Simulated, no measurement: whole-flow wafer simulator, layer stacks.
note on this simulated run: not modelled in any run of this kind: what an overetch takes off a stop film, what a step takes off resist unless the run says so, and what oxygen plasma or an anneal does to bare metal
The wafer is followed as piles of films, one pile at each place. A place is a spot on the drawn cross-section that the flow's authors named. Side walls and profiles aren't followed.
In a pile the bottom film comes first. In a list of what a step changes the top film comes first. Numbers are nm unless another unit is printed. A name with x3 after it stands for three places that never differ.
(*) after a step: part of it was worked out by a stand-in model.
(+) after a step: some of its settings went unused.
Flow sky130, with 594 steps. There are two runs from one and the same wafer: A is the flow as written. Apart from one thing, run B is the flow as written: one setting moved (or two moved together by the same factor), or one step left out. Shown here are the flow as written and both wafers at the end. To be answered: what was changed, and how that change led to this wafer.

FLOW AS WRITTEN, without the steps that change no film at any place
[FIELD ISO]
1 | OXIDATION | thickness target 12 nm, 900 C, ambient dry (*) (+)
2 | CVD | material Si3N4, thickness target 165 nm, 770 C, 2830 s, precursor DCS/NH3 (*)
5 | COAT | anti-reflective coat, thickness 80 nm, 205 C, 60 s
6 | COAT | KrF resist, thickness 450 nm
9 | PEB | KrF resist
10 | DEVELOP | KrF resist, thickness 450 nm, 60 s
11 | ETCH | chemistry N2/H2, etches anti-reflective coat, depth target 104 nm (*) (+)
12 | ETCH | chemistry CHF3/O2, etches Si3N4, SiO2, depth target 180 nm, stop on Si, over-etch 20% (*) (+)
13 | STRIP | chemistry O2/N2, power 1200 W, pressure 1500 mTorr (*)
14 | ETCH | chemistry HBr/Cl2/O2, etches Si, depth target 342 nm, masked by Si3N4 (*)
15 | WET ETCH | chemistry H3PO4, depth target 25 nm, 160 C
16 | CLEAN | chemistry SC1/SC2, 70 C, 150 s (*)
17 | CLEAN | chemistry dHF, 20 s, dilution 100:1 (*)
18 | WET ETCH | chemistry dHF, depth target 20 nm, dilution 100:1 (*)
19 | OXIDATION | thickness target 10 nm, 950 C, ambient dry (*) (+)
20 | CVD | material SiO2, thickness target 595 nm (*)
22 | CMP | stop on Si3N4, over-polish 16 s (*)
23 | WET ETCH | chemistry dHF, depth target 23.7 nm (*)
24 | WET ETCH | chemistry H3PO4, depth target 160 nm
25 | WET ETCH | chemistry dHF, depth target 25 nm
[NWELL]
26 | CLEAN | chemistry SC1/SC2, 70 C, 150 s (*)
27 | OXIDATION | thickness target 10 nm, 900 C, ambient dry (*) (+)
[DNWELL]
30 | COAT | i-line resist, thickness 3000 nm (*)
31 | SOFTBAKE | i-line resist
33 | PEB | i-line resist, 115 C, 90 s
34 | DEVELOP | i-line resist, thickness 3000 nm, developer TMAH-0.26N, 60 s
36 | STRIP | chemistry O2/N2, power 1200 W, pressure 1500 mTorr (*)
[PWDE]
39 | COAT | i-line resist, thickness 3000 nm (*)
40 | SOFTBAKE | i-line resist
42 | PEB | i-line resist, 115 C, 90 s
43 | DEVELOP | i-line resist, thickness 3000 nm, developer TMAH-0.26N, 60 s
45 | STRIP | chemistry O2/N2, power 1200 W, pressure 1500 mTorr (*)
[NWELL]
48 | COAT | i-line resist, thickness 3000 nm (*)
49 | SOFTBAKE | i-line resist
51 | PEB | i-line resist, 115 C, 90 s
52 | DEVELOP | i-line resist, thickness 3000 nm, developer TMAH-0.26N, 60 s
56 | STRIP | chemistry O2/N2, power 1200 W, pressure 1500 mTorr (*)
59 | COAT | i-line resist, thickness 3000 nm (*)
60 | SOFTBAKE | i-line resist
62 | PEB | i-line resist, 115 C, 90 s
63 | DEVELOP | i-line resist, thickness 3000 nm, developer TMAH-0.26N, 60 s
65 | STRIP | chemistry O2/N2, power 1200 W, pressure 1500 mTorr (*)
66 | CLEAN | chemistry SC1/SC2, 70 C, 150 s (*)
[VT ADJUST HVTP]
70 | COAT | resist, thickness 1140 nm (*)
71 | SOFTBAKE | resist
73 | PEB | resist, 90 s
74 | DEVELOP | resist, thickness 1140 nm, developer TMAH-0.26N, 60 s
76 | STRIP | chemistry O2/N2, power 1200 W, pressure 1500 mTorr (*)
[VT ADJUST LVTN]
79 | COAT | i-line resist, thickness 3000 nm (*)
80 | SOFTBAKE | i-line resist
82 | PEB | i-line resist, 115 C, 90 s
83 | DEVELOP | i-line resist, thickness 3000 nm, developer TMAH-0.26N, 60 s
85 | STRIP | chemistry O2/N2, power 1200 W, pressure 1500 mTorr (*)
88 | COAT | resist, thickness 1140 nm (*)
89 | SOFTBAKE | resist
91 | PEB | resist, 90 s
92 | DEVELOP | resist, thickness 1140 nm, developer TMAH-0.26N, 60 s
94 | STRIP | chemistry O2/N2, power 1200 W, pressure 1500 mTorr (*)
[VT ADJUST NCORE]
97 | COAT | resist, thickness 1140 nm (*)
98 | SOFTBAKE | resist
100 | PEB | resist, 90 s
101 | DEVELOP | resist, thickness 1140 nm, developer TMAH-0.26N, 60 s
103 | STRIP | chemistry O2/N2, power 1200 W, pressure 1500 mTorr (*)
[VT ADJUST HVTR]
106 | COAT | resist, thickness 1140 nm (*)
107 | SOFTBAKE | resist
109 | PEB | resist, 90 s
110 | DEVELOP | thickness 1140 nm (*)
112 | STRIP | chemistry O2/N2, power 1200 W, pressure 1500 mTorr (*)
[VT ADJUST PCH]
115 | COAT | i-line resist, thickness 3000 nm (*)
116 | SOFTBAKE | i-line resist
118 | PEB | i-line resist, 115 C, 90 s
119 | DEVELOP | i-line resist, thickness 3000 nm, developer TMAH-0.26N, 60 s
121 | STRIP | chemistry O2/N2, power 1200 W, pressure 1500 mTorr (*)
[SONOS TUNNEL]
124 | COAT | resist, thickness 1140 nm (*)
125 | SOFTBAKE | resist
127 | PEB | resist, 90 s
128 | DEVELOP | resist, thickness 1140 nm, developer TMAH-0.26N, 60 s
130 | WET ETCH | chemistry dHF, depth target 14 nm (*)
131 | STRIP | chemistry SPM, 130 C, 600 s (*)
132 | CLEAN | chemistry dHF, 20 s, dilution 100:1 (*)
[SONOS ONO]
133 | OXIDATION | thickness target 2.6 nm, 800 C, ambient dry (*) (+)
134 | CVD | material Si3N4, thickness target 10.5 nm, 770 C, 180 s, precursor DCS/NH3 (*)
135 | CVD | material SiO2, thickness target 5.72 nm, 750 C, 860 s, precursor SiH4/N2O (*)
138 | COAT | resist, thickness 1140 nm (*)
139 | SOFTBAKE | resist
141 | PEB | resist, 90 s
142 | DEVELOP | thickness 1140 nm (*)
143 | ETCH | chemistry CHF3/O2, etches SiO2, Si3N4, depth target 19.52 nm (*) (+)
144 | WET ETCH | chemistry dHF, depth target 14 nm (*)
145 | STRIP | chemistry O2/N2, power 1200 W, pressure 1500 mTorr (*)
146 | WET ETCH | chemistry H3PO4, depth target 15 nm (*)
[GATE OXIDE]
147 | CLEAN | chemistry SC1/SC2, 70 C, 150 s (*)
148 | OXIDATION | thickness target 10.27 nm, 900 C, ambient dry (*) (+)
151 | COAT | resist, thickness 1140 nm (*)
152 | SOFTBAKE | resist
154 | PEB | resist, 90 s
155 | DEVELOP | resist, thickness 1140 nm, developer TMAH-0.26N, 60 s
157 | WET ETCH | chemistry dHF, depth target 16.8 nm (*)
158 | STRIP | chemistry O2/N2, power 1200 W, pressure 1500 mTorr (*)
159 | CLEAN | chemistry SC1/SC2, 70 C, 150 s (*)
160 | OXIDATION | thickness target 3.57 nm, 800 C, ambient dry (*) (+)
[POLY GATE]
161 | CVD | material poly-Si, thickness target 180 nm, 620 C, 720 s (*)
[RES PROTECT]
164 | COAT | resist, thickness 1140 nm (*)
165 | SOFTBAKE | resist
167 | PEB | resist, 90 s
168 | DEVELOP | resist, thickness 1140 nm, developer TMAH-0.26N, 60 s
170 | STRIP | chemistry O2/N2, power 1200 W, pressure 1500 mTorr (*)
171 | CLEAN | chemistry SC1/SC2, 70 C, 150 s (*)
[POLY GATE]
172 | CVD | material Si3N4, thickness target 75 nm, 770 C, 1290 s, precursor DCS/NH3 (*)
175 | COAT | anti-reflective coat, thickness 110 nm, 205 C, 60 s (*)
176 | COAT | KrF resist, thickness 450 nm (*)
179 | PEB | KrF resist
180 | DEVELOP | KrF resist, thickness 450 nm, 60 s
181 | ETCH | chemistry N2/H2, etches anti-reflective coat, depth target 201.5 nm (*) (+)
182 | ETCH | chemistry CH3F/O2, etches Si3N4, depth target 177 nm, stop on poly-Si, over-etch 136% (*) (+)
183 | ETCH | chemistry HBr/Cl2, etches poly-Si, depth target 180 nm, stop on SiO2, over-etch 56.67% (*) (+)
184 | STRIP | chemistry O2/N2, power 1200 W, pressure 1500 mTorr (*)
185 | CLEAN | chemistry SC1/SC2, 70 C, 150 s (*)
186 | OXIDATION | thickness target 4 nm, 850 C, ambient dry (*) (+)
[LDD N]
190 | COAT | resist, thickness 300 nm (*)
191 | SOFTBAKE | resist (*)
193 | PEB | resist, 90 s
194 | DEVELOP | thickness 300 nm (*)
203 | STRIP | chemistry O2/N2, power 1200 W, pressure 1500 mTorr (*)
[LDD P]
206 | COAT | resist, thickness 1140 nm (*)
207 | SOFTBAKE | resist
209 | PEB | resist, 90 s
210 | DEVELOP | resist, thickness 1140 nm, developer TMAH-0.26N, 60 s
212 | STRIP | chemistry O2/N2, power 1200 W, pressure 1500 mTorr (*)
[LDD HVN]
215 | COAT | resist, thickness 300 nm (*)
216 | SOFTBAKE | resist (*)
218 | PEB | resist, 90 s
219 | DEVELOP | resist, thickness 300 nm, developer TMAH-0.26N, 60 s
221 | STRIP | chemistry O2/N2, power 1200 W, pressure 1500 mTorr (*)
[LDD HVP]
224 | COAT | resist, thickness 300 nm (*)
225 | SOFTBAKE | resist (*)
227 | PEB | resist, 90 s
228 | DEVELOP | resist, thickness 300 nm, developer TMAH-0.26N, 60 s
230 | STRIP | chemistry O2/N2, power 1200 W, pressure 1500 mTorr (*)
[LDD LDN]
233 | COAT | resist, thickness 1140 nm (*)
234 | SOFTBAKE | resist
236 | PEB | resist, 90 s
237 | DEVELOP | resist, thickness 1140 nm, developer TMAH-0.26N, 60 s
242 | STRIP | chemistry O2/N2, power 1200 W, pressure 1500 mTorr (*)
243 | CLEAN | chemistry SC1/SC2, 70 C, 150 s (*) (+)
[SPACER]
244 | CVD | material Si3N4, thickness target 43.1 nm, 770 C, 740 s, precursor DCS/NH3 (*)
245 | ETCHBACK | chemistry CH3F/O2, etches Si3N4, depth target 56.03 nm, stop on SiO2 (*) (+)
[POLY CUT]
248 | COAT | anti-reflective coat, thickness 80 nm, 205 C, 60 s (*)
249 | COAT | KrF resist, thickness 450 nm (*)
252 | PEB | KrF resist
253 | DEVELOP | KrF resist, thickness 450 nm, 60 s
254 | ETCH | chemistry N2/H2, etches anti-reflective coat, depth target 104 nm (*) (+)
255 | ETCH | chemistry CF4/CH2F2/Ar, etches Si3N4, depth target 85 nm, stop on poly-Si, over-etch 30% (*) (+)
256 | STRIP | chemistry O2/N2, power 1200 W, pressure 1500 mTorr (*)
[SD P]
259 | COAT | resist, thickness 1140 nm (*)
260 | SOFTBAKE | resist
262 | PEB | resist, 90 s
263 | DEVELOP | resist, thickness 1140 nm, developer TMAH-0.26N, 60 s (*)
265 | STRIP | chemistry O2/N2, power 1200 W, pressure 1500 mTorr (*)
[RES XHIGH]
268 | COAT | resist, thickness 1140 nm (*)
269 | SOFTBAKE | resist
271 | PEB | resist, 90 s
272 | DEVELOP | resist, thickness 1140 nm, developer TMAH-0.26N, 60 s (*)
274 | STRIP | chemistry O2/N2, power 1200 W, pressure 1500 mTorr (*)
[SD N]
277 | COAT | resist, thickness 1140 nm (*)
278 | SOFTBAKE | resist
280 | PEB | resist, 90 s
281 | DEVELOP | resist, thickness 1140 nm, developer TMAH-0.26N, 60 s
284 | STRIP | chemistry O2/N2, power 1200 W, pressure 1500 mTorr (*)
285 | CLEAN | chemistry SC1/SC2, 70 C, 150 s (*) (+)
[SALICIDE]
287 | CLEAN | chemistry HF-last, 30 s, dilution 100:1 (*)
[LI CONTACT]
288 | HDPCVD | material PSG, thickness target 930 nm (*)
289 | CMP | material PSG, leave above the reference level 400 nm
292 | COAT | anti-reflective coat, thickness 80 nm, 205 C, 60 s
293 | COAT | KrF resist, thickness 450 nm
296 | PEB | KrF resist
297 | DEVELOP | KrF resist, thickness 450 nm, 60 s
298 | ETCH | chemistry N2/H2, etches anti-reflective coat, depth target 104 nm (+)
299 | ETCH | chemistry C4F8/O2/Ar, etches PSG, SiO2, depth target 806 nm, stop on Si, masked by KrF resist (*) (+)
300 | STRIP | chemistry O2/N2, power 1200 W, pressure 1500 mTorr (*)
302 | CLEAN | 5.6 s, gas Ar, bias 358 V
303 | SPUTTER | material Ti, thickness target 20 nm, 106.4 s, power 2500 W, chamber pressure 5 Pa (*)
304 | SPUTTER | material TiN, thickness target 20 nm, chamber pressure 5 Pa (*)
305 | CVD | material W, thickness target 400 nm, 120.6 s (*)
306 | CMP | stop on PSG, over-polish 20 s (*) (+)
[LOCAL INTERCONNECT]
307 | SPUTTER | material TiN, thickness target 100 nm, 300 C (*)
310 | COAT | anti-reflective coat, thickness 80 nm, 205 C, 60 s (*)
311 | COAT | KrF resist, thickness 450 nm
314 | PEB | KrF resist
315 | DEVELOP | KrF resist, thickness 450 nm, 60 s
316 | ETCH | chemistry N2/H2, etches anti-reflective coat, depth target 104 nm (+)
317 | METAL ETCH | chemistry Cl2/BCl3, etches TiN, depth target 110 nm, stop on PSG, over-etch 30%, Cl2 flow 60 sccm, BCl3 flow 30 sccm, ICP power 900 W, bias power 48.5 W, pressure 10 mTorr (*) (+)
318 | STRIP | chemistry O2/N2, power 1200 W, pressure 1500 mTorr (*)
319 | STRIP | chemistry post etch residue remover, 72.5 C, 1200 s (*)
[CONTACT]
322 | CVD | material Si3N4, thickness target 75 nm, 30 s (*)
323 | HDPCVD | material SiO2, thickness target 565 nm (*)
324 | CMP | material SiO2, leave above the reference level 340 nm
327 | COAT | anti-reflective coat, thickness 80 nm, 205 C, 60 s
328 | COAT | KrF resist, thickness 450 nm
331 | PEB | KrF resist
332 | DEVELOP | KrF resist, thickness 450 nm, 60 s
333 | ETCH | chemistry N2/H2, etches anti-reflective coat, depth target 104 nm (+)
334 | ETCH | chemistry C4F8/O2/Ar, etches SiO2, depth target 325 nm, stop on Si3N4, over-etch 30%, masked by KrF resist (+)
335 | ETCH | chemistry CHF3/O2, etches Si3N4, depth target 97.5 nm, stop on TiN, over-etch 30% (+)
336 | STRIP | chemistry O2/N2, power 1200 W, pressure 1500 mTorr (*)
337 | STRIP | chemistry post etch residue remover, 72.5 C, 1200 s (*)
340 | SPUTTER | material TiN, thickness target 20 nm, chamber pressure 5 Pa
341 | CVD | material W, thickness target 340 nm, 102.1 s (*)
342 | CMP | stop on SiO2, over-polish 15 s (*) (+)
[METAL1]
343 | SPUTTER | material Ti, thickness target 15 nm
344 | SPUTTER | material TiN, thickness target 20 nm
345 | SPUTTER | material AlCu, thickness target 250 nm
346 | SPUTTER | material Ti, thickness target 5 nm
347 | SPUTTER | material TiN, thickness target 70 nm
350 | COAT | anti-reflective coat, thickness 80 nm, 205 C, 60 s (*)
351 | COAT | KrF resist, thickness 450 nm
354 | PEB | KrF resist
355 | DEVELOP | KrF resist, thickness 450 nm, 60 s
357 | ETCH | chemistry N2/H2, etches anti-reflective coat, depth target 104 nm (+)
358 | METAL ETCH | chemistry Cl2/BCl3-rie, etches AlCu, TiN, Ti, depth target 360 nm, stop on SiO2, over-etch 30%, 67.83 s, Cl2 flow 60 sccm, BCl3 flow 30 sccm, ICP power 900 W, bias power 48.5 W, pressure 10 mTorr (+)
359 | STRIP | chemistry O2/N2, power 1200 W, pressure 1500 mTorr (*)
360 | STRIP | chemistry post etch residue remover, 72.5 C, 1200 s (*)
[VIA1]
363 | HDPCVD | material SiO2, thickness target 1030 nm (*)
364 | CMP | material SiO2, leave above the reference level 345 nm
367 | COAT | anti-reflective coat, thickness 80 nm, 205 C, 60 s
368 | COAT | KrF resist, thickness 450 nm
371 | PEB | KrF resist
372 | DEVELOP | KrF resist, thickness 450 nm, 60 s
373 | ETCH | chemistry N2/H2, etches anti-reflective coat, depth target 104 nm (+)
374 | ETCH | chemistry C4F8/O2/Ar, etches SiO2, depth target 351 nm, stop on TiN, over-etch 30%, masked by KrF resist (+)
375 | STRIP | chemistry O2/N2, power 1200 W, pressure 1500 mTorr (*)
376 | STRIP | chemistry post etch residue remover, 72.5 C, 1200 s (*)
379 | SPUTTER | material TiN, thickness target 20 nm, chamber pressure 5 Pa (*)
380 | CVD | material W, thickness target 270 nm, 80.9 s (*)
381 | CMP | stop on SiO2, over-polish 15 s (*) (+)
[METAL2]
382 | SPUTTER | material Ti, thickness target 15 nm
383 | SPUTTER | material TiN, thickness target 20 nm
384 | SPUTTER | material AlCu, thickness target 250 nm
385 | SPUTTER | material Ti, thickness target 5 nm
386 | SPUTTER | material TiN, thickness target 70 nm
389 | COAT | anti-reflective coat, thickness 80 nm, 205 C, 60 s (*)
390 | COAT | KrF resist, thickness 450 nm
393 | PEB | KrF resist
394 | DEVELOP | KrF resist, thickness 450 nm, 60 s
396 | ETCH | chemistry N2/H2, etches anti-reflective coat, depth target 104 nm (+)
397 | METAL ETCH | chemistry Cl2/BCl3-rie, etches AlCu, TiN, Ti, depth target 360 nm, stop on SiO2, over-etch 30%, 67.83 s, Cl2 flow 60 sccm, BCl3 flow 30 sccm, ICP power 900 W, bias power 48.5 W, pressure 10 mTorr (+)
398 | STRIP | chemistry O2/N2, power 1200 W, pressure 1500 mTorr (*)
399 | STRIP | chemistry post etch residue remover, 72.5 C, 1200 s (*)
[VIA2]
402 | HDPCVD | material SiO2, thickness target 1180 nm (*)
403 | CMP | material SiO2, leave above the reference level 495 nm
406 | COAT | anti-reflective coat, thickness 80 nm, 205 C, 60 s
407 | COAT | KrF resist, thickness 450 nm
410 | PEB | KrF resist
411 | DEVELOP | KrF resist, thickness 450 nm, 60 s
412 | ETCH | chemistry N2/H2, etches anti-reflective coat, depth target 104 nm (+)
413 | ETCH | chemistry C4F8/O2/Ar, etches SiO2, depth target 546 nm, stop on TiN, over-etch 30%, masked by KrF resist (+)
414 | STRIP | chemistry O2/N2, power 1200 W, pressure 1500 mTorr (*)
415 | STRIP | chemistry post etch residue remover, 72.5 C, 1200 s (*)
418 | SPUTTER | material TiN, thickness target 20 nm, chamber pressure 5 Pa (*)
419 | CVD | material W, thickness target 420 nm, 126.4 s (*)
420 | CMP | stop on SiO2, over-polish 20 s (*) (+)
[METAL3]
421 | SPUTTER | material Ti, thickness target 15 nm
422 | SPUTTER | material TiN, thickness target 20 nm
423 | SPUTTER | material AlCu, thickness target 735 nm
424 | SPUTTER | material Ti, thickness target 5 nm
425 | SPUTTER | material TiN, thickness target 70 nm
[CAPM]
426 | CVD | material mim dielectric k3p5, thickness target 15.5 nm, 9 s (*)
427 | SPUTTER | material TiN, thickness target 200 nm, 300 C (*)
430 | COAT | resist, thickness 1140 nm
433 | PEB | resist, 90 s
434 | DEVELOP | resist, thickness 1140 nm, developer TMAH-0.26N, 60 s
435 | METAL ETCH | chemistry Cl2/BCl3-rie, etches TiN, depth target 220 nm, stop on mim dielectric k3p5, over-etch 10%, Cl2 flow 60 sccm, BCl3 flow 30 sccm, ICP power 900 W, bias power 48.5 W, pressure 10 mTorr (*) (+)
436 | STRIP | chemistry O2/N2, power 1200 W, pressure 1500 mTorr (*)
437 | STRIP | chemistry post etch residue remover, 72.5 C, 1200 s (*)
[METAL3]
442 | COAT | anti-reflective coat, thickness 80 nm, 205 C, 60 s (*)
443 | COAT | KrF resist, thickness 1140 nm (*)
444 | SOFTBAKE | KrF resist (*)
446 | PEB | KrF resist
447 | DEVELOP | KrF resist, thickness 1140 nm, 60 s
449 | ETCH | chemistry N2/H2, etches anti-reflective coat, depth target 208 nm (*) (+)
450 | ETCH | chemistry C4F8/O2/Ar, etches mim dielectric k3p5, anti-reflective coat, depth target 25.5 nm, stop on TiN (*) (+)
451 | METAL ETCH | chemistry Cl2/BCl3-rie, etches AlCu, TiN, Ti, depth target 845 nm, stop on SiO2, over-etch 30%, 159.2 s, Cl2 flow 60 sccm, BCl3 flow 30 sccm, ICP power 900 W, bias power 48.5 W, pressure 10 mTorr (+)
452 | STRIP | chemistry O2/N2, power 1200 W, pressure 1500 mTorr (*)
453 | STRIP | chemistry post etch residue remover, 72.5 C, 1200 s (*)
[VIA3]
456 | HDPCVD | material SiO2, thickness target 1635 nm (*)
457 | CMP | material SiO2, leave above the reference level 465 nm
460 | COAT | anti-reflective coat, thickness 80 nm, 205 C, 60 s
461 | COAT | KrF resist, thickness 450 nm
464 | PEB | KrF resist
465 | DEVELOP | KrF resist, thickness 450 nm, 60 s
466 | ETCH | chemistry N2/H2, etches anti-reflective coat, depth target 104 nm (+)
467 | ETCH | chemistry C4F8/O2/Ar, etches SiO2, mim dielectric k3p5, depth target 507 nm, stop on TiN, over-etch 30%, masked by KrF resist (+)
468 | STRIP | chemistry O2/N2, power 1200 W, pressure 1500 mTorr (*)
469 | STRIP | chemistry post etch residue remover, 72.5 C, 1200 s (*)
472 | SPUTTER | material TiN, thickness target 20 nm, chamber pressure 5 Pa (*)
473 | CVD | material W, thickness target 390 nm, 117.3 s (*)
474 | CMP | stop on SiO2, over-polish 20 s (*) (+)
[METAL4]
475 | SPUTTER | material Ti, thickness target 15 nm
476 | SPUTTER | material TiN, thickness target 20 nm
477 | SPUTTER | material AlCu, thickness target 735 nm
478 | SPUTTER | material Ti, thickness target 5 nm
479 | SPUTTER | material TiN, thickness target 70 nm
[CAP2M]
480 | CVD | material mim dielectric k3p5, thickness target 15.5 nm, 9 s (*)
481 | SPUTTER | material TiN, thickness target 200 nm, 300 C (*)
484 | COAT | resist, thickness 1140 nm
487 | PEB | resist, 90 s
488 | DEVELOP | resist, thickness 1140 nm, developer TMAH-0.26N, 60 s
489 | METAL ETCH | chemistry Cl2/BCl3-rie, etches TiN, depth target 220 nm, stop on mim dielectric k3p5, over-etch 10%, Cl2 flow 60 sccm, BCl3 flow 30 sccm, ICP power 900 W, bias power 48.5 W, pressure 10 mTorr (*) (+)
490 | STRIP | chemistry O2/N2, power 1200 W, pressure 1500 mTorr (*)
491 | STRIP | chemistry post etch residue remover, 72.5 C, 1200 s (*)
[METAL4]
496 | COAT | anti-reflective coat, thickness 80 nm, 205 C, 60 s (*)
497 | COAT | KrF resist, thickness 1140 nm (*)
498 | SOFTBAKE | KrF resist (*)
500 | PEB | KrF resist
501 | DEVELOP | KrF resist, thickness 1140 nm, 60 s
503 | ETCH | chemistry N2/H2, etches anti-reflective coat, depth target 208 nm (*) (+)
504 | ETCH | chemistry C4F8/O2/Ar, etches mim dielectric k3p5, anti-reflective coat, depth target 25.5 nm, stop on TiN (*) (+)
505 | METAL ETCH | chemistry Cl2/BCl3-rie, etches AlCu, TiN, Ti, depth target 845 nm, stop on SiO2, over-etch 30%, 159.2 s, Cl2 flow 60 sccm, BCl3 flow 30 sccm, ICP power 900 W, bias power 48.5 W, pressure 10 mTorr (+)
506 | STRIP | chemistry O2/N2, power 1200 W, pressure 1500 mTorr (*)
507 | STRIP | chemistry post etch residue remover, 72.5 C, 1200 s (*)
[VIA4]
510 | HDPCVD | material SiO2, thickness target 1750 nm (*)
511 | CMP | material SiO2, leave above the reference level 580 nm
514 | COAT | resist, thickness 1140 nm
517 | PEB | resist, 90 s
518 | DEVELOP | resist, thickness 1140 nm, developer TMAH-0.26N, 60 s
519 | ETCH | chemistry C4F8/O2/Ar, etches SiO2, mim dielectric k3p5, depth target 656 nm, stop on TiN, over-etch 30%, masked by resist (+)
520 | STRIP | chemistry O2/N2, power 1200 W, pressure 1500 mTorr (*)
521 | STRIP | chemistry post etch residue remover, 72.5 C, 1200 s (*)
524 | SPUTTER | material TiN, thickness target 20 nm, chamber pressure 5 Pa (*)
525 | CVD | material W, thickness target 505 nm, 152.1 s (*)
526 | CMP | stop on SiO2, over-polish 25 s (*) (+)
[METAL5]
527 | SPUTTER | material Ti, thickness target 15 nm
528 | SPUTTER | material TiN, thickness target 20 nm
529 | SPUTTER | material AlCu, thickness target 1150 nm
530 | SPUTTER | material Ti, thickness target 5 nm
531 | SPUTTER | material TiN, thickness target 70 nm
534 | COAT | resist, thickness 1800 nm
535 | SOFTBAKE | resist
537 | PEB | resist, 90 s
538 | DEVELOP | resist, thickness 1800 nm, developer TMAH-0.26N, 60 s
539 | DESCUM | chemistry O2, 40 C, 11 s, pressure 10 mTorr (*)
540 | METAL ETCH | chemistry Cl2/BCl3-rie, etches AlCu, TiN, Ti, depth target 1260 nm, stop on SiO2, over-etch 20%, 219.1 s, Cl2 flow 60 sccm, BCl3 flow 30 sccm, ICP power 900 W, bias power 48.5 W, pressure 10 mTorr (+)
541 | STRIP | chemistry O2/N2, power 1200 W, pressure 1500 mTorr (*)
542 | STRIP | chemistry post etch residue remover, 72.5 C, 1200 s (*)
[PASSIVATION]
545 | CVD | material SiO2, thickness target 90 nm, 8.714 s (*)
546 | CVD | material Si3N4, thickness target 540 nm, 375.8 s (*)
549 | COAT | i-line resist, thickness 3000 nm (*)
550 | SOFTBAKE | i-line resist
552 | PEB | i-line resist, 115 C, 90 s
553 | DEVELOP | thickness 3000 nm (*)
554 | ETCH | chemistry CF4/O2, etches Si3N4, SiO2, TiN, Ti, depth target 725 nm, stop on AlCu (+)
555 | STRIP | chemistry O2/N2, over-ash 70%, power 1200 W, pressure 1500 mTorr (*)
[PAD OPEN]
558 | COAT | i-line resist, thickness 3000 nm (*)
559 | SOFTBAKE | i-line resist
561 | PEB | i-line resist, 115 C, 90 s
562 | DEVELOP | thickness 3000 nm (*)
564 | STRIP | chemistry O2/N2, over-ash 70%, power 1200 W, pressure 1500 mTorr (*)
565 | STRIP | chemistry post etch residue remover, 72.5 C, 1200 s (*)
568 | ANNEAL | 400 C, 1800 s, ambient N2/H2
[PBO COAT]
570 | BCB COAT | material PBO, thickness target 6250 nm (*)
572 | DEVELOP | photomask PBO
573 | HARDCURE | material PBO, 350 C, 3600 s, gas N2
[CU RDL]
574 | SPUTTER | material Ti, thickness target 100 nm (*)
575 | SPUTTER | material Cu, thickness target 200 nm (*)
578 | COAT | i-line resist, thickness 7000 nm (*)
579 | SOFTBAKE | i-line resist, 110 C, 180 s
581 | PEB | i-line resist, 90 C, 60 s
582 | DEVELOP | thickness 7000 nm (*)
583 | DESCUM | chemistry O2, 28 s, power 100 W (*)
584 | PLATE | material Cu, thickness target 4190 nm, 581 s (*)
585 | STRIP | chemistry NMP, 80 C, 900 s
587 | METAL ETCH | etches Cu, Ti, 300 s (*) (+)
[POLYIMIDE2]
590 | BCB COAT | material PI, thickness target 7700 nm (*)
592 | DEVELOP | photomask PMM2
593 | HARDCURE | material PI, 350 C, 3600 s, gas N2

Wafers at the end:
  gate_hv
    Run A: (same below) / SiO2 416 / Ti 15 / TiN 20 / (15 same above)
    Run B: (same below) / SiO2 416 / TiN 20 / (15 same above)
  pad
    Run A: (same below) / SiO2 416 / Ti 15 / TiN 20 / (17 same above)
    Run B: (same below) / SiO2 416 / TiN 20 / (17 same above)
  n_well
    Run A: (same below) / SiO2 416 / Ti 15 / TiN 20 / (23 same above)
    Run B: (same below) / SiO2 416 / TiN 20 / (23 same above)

What caused this: step 421, SPUTTER: material Ti, thickness target 15 nm, was skipped.

Step by step, how the change led to this:
  451 | METAL ETCH | chemistry Cl2/BCl3-rie, etches AlCu, TiN, Ti, depth target 845 nm, stop on SiO2, over-etch 30%, 159.2 s, Cl2 flow 60 sccm, BCl3 flow 30 sccm, ICP power 900 W, bias power 48.5 W, pressure 10 mTorr (+)
      field, active, gate and 69 more: A TiN loses 70 (all of it), Ti loses 5 (all of it), AlCu loses 735 (all of it), TiN loses 20 (all of it), Ti loses 15 (all of it), SiO2 loses 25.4 | B TiN loses 70 (all of it), Ti loses 5 (all of it), AlCu loses 735 (all of it), TiN loses 20 (all of it), SiO2 loses 26.9
      vpp_ln, vpp_iso2, ndiff_ln and 10 more: A TiN loses 70 (all of it), Ti loses 5 (all of it), AlCu loses 735 (all of it), TiN loses 20 (all of it), Ti loses 15 (all of it), SiO2 loses 25.3 | B TiN loses 70 (all of it), Ti loses 5 (all of it), AlCu loses 735 (all of it), TiN loses 20 (all of it), SiO2 loses 26.8
  457 | CMP | material SiO2, leave above the reference level 465 nm
      field, active, gate and 82 more: A SiO2 loses 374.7 | B SiO2 loses 388.2
